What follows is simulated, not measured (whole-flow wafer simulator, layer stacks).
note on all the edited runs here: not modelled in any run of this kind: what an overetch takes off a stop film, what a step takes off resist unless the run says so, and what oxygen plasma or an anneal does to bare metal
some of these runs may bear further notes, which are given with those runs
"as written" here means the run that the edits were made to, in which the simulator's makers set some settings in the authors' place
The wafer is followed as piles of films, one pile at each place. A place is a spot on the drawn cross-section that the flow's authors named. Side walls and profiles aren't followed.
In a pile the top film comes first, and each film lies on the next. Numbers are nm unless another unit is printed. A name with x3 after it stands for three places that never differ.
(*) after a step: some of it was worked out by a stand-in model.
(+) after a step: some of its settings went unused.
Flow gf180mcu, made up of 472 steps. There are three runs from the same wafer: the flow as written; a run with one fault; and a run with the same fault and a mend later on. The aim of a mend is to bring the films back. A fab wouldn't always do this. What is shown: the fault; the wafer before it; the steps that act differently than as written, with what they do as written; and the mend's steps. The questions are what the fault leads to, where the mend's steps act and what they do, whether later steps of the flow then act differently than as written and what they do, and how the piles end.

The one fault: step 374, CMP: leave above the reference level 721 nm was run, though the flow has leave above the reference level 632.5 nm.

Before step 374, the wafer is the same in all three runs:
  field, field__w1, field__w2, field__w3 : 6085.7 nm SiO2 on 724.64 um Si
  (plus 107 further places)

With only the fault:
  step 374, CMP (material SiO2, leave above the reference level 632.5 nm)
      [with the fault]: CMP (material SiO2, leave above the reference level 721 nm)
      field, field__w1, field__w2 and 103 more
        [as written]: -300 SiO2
        [with the fault]: -211.5 SiO2
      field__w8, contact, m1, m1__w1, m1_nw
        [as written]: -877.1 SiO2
        [with the fault]: -788.6 SiO2
  Steps later in the flow that act otherwise than as written (2 more steps, not shown, differ only slightly: by at most 2% or 0.5 nm, whichever is larger):
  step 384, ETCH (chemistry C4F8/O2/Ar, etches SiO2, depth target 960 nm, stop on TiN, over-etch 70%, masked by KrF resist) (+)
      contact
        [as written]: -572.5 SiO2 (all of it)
        [with the fault]: -661 SiO2 (all of it)
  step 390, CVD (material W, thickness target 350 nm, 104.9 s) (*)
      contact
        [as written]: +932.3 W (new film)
        [with the fault]: +1021.6 W (new film)
  At field__w8, contact, m1, m1__w1, m1_nw, the piles at the end differ from the flow's by more than 2% or 0.5 nm, whichever is larger.
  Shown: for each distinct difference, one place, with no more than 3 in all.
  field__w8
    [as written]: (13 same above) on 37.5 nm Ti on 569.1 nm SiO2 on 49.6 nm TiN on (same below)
    [with the fault]: (13 same above) on 37.5 nm Ti on 657.6 nm SiO2 on 49.6 nm TiN on (same below)
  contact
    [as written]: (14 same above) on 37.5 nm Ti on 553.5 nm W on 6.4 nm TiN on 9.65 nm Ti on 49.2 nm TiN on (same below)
    [with the fault]: (14 same above) on 37.5 nm Ti on 642.8 nm W on 6.08 nm TiN on 9.17 nm Ti on 49.2 nm TiN on (same below)

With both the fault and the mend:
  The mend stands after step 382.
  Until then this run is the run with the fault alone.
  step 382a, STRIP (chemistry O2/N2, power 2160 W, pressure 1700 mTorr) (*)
      field, field__w1, field__w2 and 107 more
        -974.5 KrF resist (all of it), -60 anti-reflective coat (all of it)
      contact
        -60 anti-reflective coat (all of it)
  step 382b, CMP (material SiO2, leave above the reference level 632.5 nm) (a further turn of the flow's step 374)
      field, field__w1, field__w2 and 108 more
        -88.5 SiO2
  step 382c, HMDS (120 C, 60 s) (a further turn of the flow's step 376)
      leaves every film unchanged at each place that is followed
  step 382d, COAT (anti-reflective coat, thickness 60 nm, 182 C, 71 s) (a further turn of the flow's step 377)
      field, field__w1, field__w2 and 108 more
        +60 anti-reflective coat (new film)
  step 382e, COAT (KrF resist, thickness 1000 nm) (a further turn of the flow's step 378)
      field, field__w1, field__w2 and 108 more
        +1000 KrF resist (new film)
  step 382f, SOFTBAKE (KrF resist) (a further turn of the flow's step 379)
      leaves every film unchanged at each place that is followed
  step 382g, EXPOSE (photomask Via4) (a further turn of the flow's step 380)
      leaves every film unchanged at each place that is followed
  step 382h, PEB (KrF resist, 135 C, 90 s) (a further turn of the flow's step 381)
      field, field__w1, field__w2 and 108 more
        -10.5 KrF resist
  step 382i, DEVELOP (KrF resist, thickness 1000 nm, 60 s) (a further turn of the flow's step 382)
      field, field__w1, field__w2 and 107 more
        -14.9 KrF resist
      contact
        -989.5 KrF resist (all of it)
  None of the later steps of the flow acts differently than as written at any place that is followed.
  The piles end the same as the flow's at every place that both follow.
